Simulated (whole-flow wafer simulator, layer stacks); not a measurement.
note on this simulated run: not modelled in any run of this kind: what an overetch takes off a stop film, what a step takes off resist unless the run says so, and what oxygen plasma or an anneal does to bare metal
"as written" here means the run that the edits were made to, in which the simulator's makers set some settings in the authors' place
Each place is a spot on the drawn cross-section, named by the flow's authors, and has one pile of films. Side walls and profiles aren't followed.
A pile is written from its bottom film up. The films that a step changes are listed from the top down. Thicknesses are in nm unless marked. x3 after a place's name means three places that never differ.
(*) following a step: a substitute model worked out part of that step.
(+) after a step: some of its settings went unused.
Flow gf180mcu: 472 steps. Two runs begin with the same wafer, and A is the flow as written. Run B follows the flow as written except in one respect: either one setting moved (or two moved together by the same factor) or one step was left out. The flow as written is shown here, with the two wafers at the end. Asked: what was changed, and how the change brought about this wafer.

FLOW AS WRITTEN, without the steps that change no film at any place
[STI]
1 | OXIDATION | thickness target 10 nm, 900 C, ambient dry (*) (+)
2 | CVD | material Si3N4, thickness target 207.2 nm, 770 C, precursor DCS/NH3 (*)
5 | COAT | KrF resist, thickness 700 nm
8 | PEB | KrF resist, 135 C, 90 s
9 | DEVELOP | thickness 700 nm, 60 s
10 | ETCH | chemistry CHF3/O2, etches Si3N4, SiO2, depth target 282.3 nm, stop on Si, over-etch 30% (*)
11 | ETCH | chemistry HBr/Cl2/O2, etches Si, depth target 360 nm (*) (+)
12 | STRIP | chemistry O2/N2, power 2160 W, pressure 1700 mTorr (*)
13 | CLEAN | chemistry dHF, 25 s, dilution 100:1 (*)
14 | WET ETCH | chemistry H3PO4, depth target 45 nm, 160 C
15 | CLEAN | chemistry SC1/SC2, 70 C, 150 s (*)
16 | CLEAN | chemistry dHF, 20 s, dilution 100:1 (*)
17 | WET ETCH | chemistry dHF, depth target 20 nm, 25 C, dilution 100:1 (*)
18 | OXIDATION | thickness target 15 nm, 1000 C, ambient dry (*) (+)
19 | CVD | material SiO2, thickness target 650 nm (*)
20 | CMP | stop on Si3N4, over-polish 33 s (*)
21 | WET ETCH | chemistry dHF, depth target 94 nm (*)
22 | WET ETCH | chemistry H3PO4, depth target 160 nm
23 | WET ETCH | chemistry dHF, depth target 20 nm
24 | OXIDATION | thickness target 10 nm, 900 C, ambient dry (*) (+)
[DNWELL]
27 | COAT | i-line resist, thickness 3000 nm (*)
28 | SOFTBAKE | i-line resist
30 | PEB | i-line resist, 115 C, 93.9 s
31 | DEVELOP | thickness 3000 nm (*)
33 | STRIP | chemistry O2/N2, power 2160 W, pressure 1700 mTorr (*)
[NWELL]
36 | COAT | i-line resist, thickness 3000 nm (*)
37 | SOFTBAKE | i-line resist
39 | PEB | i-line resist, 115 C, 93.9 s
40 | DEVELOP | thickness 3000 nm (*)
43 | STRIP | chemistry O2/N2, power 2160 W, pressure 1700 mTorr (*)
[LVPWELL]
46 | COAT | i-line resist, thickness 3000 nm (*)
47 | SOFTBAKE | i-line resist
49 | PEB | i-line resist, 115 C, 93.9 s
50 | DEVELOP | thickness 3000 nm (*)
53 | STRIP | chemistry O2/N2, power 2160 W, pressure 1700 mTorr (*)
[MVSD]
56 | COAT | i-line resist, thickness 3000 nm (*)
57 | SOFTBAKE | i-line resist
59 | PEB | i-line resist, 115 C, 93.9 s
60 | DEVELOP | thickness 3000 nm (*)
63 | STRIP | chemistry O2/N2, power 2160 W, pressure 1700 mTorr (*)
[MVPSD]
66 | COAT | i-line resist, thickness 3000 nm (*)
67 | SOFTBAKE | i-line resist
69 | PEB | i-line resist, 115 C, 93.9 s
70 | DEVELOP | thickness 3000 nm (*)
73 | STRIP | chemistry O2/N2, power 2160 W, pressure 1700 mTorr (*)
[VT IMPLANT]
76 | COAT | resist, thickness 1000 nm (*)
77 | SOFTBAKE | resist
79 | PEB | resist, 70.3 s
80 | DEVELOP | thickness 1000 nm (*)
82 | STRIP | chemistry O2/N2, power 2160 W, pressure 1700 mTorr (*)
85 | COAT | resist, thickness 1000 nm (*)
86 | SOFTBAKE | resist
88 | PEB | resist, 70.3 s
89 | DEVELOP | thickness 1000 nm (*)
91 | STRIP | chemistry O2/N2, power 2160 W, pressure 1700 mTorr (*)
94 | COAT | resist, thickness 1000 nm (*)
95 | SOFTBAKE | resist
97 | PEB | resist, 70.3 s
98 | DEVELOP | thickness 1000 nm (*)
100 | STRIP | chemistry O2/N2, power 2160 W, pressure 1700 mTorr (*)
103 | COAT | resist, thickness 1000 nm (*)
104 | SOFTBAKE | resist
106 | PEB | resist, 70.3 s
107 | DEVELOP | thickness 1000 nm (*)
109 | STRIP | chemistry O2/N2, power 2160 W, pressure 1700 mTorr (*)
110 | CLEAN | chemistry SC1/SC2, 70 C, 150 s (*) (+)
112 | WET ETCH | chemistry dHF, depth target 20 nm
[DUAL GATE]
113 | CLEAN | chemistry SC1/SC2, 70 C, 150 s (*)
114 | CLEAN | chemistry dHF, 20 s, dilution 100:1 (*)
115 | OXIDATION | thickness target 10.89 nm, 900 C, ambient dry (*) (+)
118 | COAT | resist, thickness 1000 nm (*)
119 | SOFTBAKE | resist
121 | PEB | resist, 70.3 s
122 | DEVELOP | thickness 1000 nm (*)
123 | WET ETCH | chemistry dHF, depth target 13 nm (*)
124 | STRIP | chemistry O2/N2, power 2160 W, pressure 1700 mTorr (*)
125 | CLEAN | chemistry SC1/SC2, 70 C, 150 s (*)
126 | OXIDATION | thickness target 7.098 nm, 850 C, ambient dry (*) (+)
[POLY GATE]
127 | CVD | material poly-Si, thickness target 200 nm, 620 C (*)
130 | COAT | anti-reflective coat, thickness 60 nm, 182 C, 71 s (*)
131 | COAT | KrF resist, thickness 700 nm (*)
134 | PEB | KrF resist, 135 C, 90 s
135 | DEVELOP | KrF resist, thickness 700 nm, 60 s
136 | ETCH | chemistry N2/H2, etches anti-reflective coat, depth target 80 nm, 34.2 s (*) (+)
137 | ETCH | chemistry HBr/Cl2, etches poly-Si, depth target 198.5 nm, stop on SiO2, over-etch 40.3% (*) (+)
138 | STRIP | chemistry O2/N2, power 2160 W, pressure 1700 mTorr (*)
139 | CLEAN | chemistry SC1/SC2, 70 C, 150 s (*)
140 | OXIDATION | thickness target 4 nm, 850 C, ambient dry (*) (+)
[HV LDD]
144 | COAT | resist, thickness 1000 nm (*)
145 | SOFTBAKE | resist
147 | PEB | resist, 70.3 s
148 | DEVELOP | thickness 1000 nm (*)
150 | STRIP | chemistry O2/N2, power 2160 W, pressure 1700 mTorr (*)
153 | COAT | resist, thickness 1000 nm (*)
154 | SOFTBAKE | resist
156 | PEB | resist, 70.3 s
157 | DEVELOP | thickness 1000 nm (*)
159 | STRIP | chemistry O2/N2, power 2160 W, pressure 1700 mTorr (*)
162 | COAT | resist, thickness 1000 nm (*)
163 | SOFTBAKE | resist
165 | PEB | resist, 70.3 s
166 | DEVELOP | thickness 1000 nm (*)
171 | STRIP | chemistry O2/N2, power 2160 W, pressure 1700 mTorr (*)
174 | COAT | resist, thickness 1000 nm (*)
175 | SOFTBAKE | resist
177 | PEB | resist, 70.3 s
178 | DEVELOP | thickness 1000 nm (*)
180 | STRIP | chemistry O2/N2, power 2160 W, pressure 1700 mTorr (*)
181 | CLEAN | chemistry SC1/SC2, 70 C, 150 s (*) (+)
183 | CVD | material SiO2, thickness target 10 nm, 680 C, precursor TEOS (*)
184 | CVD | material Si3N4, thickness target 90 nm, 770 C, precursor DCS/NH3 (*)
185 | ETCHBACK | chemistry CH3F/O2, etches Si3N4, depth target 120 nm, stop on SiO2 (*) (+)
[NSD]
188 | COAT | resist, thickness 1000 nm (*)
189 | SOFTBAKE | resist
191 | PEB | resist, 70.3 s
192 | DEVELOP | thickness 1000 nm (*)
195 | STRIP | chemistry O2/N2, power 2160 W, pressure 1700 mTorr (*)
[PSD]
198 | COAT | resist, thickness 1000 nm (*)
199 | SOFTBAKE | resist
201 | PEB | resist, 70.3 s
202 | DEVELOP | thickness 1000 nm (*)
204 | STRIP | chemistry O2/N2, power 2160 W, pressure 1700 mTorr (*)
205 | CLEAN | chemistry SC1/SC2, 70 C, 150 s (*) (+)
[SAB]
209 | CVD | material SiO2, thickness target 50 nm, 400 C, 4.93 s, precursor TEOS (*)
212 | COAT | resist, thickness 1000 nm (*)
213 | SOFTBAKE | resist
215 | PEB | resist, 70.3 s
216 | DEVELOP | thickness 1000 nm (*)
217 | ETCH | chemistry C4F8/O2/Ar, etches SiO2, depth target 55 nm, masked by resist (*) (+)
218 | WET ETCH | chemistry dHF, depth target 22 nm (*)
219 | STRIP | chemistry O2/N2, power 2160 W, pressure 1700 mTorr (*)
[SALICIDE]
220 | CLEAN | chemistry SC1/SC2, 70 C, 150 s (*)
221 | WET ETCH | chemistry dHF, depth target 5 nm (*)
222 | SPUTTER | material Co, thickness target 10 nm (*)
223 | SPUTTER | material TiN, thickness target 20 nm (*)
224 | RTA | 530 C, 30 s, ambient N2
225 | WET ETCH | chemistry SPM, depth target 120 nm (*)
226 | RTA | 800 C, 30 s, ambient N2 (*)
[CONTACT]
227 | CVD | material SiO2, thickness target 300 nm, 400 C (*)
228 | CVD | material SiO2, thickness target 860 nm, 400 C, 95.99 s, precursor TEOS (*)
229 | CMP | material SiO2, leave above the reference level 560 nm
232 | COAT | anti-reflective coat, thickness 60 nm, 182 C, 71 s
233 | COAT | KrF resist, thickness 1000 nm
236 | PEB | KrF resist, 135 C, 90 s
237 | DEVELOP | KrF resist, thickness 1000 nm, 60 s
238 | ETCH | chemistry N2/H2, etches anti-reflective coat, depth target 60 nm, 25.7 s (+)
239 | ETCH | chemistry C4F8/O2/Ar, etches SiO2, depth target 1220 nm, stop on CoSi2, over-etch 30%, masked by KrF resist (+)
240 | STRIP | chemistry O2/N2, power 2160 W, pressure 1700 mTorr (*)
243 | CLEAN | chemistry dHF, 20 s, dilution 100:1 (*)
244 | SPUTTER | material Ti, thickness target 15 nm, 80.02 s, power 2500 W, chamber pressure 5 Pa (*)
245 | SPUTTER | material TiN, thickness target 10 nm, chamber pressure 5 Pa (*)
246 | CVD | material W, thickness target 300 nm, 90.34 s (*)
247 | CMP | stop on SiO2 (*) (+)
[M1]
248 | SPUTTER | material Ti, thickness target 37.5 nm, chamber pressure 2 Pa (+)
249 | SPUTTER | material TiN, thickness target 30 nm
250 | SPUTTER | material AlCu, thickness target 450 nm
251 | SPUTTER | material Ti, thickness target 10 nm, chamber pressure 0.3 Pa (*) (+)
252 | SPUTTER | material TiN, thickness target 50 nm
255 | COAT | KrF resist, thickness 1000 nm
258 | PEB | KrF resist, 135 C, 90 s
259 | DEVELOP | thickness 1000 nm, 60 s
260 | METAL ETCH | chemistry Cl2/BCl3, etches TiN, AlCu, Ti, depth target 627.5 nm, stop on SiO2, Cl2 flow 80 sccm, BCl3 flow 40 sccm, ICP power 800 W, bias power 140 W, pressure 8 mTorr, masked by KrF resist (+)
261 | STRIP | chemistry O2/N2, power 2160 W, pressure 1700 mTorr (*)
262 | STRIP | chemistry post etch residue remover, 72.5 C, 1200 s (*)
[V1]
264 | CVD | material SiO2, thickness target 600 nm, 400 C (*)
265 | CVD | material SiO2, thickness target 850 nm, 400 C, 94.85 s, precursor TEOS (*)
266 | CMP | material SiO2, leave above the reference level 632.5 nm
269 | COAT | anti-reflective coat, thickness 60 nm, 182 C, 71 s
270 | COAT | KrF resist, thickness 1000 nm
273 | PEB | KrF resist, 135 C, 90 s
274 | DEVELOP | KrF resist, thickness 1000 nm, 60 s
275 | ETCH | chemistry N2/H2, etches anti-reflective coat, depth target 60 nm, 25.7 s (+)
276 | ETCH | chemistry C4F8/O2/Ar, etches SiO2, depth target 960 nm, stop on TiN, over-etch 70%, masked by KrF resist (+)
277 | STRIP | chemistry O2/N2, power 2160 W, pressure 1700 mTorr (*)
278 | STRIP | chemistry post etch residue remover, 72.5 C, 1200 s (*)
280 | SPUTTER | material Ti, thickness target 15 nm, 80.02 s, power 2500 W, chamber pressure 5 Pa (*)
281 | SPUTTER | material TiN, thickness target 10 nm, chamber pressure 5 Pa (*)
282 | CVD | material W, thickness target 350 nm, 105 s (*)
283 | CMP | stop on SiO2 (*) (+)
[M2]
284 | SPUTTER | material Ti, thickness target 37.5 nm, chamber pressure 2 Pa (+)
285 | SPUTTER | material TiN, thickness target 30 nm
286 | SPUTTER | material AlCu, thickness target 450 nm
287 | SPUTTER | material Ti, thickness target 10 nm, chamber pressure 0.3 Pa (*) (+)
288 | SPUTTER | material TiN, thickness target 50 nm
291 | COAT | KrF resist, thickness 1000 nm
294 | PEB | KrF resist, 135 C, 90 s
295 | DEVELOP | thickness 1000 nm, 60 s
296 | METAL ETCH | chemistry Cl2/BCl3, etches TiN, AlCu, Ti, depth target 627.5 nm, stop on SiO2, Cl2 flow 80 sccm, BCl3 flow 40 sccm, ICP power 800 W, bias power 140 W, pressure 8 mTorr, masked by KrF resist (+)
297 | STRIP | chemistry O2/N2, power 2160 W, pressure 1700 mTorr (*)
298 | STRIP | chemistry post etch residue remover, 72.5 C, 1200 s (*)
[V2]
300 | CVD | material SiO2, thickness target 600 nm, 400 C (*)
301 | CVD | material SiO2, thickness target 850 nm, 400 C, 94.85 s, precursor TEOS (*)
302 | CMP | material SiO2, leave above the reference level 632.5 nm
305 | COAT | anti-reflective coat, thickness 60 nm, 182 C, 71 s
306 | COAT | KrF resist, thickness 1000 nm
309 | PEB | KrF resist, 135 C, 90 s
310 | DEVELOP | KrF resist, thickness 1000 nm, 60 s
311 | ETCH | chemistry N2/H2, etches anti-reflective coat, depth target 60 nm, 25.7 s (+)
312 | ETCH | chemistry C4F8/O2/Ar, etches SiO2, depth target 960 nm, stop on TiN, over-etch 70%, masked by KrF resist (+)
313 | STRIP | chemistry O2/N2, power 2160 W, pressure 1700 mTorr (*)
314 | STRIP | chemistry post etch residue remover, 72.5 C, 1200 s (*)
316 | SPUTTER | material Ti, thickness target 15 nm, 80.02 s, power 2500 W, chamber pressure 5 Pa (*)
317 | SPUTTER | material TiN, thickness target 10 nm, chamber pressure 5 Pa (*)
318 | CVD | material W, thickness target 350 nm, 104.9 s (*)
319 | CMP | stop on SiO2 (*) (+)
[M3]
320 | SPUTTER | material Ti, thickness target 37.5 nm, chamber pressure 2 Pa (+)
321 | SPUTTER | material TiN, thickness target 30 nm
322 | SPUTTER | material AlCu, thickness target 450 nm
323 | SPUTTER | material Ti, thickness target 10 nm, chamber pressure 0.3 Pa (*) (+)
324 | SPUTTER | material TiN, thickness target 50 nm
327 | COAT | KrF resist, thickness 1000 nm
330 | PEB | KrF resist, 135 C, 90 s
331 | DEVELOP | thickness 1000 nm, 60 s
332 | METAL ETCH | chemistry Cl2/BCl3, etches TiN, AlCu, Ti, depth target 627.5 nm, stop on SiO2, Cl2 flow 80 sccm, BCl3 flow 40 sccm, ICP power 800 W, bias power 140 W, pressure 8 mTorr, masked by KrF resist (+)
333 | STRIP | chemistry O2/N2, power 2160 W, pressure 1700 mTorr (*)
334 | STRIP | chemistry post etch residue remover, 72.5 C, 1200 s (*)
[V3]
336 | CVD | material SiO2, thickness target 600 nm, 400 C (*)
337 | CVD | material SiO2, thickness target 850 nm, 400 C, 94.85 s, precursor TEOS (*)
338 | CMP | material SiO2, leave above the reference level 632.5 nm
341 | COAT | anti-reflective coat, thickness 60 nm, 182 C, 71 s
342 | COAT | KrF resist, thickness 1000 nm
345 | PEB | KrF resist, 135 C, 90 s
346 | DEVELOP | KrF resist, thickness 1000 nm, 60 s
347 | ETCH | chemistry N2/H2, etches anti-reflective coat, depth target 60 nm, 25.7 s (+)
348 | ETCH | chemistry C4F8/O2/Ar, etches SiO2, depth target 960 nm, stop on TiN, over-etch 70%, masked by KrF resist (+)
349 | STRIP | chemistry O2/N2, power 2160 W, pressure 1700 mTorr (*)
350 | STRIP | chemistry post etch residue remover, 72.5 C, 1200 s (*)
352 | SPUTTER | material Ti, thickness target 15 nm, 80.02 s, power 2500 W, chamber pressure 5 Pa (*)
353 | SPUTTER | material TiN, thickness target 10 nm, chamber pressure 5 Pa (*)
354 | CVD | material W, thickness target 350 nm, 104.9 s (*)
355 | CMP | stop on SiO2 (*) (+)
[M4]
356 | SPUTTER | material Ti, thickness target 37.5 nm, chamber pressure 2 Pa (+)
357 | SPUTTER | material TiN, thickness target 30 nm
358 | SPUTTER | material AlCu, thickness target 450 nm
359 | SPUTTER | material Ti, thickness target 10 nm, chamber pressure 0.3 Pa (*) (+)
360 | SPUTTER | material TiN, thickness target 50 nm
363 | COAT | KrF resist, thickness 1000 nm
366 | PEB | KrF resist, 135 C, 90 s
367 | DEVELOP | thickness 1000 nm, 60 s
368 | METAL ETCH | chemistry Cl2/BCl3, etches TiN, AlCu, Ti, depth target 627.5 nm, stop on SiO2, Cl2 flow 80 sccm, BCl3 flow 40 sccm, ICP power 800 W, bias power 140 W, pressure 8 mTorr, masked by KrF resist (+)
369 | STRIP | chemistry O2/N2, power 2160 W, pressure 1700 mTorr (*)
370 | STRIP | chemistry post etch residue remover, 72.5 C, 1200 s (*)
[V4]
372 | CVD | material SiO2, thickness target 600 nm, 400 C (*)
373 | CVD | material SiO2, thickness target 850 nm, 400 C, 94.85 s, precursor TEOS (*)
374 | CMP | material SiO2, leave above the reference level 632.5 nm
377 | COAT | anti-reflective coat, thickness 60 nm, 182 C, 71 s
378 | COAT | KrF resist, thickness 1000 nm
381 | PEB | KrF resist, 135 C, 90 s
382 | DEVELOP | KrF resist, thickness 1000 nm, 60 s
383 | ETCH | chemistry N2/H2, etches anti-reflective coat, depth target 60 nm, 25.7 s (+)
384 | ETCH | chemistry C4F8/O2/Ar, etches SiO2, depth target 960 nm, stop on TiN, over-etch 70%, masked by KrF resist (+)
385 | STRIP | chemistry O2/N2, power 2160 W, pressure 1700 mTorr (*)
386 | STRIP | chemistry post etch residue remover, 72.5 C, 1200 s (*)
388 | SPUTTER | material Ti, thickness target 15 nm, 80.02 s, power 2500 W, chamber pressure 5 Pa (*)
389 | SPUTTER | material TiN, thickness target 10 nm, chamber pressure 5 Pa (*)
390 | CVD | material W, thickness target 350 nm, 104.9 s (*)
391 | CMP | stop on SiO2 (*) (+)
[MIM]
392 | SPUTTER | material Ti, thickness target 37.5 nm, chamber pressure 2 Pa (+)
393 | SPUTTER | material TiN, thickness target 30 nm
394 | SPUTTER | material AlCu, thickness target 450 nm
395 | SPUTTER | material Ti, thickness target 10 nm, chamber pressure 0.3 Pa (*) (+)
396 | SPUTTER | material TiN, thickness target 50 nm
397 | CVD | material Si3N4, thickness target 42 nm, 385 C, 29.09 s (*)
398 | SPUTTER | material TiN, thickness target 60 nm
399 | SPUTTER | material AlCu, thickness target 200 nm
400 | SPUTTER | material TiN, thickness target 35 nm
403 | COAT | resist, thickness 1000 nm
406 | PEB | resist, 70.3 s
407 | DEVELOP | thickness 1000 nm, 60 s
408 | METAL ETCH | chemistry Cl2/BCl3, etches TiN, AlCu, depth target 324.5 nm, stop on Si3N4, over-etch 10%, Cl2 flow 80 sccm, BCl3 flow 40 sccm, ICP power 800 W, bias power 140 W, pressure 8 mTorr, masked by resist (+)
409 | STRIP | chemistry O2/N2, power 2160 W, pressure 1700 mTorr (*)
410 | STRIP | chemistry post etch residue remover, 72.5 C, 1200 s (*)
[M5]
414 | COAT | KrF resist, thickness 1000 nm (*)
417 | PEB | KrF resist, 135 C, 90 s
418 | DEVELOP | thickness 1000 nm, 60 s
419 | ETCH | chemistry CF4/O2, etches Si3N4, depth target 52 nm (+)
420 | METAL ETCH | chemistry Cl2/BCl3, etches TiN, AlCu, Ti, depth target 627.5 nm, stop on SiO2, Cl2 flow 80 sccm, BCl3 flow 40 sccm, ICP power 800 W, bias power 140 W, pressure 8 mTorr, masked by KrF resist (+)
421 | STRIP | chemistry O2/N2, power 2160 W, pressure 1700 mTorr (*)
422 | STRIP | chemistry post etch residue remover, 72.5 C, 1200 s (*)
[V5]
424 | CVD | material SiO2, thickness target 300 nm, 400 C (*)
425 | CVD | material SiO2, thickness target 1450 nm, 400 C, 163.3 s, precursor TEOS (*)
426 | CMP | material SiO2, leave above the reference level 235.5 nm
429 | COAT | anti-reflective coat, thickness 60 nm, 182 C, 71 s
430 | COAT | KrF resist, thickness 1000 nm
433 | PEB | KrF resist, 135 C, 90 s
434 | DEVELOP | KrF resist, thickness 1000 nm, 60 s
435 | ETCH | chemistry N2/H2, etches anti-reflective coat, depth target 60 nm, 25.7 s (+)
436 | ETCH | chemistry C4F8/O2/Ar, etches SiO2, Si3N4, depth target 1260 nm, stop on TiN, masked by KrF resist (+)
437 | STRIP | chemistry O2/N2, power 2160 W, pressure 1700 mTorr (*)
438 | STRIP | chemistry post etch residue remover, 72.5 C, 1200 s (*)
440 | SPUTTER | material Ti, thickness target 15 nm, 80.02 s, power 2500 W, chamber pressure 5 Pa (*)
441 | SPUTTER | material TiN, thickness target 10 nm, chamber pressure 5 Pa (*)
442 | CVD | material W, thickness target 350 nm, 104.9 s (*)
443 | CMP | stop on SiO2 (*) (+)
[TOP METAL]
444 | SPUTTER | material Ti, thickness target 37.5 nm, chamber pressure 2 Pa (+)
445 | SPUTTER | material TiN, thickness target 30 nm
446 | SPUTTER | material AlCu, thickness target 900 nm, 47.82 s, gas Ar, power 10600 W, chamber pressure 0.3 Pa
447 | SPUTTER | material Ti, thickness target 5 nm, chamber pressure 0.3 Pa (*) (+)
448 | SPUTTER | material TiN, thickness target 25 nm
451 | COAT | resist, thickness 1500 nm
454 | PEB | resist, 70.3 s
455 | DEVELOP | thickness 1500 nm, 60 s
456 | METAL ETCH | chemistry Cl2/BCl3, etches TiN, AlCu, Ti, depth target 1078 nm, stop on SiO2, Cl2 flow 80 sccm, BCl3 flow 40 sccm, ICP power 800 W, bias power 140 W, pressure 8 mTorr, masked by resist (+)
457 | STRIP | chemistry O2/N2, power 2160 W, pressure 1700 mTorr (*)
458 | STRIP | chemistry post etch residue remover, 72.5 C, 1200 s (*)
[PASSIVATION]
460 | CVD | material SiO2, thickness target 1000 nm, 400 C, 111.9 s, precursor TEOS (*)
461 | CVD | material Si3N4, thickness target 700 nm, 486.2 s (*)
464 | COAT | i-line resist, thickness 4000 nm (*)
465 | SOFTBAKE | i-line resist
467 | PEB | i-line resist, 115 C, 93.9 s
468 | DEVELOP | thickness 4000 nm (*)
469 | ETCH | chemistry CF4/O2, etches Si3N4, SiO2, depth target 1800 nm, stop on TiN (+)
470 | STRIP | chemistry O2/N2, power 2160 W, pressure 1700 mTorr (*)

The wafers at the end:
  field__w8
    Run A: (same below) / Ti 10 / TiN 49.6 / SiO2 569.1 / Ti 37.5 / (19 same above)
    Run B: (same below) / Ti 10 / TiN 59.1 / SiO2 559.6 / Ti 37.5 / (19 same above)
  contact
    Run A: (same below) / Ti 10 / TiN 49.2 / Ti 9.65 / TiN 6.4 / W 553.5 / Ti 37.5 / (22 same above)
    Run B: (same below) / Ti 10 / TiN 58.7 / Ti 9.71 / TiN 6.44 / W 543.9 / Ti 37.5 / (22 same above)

Cause: step 324, SPUTTER: thickness target 59.5 nm was run, while the flow as written has thickness target 50 nm.

How this came from the change, step by step:
  324 | SPUTTER | material TiN, thickness target 50 nm
      field, field__w1, field__w2 and 108 more: A +50 TiN (new film) | B +59.5 TiN (new film)
  332 | METAL ETCH | chemistry Cl2/BCl3, etches TiN, AlCu, Ti, depth target 627.5 nm, stop on SiO2, Cl2 flow 80 sccm, BCl3 flow 40 sccm, ICP power 800 W, bias power 140 W, pressure 8 mTorr, masked by KrF resist (+)
      field, field__w1, field__w2 and 103 more: A -50 TiN (all of it), -10 Ti (all of it), -450 AlCu (all of it), -30 TiN (all of it), -37.5 Ti (all of it) | B -59.5 TiN (all of it), -10 Ti (all of it), -450 AlCu (all of it), -30 TiN (all of it), -37.5 Ti (all of it)
